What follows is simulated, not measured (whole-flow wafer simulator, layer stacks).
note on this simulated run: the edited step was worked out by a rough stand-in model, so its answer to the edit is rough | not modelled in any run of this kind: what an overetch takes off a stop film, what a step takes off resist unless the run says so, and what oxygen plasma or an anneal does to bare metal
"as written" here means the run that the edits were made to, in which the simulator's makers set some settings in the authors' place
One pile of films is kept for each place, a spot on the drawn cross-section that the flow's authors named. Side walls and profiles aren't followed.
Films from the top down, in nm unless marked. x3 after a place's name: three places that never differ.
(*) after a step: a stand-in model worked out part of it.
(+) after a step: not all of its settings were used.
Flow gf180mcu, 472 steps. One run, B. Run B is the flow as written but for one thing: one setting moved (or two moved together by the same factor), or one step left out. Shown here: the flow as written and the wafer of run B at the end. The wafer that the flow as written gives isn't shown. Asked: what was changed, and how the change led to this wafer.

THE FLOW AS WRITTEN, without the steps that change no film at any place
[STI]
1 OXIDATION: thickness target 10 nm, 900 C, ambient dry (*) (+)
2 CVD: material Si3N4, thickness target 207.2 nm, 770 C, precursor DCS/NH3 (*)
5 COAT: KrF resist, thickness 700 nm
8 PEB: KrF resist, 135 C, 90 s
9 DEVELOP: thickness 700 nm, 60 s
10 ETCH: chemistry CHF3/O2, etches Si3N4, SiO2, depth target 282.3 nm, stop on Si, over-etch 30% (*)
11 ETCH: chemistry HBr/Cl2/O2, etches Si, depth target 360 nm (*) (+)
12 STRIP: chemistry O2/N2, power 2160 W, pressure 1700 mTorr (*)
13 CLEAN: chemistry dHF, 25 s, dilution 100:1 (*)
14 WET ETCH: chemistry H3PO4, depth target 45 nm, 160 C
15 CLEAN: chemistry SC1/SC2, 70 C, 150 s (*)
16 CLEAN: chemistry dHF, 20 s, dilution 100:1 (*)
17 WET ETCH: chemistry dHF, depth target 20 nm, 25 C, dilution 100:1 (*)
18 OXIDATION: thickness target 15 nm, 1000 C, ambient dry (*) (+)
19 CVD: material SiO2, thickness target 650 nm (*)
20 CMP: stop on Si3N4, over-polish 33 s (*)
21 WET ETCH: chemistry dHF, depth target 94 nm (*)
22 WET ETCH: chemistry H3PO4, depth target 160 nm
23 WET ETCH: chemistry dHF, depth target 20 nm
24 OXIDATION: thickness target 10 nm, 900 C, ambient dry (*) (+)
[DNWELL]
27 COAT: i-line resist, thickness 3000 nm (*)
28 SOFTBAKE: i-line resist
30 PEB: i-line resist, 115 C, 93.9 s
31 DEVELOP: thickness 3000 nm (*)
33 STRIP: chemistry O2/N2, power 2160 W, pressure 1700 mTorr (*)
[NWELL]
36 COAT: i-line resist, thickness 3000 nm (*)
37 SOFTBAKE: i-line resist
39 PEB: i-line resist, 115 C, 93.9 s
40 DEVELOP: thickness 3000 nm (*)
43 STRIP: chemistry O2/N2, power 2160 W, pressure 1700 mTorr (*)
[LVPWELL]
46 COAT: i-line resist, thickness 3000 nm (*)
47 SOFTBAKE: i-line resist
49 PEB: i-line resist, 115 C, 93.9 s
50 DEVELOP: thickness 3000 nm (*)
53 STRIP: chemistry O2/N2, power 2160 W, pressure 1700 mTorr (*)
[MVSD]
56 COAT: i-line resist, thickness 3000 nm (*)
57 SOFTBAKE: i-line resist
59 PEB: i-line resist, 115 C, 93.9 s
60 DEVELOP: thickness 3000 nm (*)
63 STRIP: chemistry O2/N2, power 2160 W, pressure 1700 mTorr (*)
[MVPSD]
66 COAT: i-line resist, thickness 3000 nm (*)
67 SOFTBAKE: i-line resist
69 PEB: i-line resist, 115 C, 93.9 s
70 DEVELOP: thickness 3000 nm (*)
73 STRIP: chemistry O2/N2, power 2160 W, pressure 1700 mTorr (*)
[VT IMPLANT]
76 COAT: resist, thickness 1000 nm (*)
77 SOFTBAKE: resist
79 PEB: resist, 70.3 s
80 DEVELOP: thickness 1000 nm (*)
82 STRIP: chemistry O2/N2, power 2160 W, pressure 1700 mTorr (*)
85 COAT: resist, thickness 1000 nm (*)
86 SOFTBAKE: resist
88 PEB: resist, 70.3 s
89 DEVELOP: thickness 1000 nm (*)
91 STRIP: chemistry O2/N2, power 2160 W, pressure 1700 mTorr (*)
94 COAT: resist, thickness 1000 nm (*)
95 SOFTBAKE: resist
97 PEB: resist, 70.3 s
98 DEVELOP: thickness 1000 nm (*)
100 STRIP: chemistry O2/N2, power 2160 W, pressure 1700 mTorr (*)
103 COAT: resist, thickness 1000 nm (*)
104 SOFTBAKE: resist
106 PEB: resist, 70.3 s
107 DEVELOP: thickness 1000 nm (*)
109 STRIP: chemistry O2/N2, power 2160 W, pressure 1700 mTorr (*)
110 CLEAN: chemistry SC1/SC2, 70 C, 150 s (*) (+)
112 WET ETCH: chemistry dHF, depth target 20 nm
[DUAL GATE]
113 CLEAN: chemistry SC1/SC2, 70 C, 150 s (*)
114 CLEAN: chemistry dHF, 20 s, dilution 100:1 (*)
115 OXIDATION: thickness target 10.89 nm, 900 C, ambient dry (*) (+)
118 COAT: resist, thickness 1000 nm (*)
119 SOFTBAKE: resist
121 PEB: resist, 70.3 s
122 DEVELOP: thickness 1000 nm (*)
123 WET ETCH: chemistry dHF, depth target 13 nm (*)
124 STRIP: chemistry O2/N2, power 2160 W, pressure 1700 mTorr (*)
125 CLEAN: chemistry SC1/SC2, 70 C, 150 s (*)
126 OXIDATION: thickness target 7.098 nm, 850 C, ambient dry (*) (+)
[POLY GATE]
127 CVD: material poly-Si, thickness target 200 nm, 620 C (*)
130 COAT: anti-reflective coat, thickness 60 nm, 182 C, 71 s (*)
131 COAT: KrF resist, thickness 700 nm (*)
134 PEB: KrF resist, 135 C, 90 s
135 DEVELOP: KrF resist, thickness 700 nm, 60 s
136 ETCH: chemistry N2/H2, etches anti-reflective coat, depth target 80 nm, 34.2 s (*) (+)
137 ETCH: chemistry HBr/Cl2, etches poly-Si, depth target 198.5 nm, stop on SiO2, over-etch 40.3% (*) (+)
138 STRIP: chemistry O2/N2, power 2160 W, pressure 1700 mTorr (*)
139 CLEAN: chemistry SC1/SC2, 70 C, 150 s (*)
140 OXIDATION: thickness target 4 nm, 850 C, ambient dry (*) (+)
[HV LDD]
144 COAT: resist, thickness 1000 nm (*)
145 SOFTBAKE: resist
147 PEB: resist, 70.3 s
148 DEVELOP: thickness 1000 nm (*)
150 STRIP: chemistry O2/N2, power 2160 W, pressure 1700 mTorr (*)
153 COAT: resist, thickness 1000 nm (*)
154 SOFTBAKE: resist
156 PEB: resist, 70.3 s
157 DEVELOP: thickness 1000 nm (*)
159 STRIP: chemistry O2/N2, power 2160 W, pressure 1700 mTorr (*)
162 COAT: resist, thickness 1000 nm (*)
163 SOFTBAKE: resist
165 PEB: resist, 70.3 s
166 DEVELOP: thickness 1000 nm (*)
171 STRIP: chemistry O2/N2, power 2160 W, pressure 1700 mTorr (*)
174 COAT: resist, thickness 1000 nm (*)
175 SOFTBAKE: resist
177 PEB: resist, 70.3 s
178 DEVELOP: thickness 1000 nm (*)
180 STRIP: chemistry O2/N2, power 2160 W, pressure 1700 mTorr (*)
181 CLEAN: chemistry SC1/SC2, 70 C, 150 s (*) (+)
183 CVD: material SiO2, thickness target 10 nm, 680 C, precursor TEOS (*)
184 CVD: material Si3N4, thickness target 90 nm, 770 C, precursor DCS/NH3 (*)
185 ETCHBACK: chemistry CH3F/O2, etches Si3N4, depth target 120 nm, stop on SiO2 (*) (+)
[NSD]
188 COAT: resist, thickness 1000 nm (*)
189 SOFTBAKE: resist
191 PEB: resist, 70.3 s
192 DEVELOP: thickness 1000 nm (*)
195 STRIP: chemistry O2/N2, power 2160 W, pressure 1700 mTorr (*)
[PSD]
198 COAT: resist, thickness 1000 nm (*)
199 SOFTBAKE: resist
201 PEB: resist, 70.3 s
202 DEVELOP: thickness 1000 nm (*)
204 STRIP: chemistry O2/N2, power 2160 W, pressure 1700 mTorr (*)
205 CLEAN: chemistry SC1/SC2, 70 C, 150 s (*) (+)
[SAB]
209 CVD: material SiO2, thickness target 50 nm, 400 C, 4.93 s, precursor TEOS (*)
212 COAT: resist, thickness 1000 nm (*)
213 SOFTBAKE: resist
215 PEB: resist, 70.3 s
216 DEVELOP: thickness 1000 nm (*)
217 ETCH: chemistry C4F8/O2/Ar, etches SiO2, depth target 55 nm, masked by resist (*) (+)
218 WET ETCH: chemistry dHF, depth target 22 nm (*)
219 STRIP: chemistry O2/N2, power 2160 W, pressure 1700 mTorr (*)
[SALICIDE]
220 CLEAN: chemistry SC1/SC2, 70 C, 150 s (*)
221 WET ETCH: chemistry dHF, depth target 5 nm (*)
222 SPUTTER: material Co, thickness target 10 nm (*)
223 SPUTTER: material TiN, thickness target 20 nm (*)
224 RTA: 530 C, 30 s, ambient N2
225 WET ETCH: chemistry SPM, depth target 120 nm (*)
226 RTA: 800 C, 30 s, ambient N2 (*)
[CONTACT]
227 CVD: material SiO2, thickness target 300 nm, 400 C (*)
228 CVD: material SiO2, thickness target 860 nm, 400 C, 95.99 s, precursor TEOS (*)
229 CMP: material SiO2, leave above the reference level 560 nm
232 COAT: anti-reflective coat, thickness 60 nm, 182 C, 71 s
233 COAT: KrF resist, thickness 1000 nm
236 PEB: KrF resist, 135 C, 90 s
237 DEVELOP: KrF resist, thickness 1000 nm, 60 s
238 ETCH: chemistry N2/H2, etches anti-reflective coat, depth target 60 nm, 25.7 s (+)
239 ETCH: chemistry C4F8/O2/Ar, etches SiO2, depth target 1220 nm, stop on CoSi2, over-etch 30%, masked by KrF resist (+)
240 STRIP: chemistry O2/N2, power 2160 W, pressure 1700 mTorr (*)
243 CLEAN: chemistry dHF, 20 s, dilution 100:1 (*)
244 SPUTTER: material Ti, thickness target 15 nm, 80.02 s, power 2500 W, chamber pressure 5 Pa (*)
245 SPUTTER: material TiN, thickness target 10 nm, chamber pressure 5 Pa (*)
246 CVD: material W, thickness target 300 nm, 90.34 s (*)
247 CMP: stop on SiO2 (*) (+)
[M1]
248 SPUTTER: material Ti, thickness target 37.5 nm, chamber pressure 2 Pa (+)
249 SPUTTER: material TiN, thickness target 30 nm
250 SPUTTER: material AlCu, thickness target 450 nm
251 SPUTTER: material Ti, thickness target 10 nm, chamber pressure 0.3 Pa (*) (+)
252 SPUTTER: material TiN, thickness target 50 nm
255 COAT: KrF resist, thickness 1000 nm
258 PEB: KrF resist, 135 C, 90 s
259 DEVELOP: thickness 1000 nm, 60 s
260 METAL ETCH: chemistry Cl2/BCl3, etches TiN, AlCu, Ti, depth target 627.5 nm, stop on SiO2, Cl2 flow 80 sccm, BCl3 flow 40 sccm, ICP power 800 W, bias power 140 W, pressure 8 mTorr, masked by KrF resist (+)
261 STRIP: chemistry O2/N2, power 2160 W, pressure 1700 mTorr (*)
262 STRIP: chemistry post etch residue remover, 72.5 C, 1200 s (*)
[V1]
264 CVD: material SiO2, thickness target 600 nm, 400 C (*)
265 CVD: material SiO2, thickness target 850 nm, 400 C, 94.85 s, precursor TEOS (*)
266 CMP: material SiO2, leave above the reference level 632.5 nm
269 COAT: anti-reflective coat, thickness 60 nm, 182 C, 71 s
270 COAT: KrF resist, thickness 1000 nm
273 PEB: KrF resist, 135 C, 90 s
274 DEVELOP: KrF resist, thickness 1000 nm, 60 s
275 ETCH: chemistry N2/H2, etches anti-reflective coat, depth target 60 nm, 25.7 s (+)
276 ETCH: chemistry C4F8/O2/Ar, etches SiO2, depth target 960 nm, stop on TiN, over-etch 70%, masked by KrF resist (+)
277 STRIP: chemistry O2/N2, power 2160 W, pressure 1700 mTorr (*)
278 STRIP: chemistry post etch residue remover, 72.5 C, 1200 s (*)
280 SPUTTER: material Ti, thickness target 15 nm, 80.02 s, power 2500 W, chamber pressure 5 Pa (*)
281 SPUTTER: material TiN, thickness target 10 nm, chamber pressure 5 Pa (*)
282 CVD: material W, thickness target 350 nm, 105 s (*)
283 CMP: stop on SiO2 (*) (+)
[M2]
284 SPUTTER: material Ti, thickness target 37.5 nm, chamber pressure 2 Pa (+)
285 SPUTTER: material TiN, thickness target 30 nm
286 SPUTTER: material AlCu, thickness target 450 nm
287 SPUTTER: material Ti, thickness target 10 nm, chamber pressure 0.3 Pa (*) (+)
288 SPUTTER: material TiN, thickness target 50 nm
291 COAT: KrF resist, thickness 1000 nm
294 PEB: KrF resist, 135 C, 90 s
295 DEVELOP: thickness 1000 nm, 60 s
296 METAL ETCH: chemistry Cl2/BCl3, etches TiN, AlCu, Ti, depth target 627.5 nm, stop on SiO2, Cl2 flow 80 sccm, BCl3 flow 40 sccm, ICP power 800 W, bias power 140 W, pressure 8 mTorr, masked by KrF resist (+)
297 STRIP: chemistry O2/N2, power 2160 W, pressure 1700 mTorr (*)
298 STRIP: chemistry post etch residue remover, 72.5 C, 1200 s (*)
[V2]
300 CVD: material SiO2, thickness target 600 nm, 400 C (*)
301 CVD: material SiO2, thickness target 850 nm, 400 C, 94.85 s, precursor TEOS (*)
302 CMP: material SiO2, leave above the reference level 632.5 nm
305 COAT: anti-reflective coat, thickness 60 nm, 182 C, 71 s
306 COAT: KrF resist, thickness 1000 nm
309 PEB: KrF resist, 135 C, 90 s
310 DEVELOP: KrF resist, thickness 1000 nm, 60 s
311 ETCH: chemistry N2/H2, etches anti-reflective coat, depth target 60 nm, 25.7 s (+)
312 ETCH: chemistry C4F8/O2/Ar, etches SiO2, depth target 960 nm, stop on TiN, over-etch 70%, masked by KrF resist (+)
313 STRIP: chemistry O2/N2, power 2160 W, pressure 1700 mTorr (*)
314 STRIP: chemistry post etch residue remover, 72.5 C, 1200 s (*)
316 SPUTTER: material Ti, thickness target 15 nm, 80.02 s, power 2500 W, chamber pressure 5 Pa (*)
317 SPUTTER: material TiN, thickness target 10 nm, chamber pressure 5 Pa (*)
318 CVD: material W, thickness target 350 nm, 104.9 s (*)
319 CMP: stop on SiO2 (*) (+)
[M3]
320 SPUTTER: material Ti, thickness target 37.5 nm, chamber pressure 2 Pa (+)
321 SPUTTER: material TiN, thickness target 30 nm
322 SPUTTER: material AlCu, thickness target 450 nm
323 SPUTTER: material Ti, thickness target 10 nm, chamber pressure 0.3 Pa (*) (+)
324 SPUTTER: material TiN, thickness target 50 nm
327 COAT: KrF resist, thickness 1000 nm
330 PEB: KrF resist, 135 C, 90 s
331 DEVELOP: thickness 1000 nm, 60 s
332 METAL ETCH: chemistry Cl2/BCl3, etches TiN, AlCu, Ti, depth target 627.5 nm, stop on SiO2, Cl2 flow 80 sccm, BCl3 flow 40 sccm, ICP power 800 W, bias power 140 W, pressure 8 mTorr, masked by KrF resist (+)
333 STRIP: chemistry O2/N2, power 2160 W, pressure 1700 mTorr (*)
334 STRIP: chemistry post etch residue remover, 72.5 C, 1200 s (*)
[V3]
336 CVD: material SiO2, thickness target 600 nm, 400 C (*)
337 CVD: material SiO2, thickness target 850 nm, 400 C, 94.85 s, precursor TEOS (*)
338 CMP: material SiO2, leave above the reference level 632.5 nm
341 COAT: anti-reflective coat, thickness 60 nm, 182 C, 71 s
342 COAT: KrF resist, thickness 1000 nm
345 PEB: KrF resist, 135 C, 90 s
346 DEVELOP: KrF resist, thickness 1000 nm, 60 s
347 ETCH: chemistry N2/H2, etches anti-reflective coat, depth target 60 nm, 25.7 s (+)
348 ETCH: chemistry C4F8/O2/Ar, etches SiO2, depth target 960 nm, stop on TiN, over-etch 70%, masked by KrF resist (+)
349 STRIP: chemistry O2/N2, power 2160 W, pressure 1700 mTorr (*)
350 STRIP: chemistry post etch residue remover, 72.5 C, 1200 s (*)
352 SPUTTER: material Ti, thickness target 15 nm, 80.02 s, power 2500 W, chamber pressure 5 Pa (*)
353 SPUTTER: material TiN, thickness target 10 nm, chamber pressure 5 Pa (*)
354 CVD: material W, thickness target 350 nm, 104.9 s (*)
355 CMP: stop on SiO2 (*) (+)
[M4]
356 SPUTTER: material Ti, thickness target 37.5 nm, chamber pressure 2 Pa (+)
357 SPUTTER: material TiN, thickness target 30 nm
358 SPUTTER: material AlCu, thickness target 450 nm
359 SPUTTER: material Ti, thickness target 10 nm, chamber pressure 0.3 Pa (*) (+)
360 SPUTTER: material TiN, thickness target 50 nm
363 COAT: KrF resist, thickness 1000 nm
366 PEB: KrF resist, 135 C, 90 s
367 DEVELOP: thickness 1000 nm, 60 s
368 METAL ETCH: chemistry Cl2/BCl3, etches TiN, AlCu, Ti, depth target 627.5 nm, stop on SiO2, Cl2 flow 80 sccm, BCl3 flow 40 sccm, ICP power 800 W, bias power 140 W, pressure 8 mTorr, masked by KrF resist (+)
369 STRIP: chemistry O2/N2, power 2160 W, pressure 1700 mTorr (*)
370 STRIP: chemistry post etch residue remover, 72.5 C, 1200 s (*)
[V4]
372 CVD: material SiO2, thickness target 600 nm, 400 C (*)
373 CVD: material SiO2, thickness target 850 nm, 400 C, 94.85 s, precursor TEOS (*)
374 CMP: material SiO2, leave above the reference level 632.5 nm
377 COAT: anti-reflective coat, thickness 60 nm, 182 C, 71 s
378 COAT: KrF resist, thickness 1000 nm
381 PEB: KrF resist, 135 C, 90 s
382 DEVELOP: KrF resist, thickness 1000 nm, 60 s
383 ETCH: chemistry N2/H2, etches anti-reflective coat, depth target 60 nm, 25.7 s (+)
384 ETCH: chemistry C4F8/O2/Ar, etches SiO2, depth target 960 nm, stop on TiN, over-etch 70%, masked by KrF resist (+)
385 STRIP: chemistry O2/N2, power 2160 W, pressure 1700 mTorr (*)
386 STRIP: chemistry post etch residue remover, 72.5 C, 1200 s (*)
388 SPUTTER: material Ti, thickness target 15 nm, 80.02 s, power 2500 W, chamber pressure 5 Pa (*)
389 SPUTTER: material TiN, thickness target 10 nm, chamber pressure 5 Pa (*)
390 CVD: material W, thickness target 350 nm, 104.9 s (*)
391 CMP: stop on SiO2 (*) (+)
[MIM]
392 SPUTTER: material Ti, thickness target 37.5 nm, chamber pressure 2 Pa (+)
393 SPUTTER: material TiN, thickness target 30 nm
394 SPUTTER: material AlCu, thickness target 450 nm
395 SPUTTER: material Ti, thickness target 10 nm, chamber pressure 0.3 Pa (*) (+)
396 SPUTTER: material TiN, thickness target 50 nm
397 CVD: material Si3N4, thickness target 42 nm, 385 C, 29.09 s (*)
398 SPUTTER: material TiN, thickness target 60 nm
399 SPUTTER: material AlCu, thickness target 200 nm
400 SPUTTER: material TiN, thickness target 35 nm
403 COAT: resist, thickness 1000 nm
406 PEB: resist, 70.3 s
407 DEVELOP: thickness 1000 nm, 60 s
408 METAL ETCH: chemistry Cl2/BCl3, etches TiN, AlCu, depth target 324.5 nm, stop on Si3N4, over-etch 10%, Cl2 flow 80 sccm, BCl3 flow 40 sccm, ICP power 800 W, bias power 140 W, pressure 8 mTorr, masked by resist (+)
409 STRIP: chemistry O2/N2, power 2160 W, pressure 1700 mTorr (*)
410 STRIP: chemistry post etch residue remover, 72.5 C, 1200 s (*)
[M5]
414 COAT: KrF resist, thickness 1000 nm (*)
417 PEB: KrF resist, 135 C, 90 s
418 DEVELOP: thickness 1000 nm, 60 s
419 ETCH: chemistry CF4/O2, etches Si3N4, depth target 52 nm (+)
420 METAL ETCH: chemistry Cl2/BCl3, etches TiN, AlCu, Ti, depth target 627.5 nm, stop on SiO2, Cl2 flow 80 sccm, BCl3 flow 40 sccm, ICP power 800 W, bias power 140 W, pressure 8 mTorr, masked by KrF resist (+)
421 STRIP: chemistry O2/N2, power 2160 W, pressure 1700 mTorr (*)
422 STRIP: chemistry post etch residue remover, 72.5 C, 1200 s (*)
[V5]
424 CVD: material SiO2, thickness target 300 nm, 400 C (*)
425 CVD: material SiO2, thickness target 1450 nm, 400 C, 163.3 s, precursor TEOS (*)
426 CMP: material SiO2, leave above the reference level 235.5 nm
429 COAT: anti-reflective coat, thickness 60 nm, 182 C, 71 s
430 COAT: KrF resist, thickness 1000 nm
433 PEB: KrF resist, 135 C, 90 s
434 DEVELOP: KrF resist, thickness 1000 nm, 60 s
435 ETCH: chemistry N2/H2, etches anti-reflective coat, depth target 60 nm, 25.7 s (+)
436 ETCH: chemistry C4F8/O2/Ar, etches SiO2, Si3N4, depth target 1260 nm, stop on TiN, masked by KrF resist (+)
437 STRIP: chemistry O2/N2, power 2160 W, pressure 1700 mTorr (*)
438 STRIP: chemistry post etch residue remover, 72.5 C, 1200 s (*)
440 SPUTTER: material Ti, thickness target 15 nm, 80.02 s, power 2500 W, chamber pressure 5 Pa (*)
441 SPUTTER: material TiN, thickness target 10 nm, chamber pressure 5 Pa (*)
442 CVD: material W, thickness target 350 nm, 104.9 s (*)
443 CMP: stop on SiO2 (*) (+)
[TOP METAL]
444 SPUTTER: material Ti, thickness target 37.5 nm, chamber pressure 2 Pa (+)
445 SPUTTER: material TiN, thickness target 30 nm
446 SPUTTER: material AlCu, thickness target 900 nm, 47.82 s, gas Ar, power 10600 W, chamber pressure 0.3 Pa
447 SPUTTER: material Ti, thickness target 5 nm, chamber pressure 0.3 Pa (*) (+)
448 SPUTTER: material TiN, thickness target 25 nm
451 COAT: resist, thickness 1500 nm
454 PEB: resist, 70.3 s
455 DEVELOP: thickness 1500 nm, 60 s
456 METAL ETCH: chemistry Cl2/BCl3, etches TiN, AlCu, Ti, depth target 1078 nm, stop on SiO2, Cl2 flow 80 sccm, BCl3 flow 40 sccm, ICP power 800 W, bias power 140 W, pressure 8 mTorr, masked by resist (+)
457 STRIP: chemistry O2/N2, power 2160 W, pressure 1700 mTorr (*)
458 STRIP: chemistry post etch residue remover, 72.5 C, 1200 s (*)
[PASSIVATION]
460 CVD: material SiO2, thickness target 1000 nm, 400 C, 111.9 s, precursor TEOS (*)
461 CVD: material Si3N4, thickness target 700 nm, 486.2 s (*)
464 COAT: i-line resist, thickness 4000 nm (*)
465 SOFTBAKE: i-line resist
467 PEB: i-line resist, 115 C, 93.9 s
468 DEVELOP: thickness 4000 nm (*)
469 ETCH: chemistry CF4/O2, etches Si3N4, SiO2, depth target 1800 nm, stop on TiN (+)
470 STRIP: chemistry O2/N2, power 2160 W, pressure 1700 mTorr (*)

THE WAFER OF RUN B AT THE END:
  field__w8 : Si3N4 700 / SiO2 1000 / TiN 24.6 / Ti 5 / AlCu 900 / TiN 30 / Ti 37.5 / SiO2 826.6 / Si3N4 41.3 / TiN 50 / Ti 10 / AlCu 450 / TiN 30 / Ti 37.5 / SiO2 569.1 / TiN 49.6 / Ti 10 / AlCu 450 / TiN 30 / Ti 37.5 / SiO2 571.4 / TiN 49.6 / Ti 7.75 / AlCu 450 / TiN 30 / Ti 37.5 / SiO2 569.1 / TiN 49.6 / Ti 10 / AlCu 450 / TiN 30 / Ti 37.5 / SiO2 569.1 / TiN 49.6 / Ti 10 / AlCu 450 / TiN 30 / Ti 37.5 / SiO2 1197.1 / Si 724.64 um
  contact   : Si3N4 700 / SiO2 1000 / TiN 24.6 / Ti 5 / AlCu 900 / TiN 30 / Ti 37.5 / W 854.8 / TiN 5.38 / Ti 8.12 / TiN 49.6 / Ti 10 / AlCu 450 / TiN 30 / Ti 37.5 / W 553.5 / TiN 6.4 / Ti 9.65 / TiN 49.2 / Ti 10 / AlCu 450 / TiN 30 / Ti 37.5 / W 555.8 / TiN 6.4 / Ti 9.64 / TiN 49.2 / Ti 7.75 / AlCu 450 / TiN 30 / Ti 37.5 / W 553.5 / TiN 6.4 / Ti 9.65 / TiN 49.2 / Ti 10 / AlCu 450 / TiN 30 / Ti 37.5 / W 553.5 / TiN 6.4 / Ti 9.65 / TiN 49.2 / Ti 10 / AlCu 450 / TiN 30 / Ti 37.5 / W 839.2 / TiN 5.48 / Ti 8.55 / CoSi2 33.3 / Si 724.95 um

The cause: step 323, SPUTTER: thickness target 7.75 nm was run, where the flow has thickness target 10 nm.
It can be read off the wafer: field__w8 has Ti 7.75, and step 323 as written asks for 10 nm.

How the change led to this, step by step:
  323 SPUTTER: material Ti, thickness target 10 nm, chamber pressure 0.3 Pa (*) (+)
      field, field__w1, field__w2 and 108 more: Ti +7.75 (new film) (as written it would be: Ti +10 (new film))
  332 METAL ETCH: chemistry Cl2/BCl3, etches TiN, AlCu, Ti, depth target 627.5 nm, stop on SiO2, Cl2 flow 80 sccm, BCl3 flow 40 sccm, ICP power 800 W, bias power 140 W, pressure 8 mTorr, masked by KrF resist (+)
      field, field__w1, field__w2 and 103 more: TiN -50 (all of it), Ti -7.75 (all of it), AlCu -450 (all of it), TiN -30 (all of it), Ti -37.5 (all of it) (as written it would be: TiN -50 (all of it), Ti -10 (all of it), AlCu -450 (all of it), TiN -30 (all of it), Ti -37.5 (all of it))
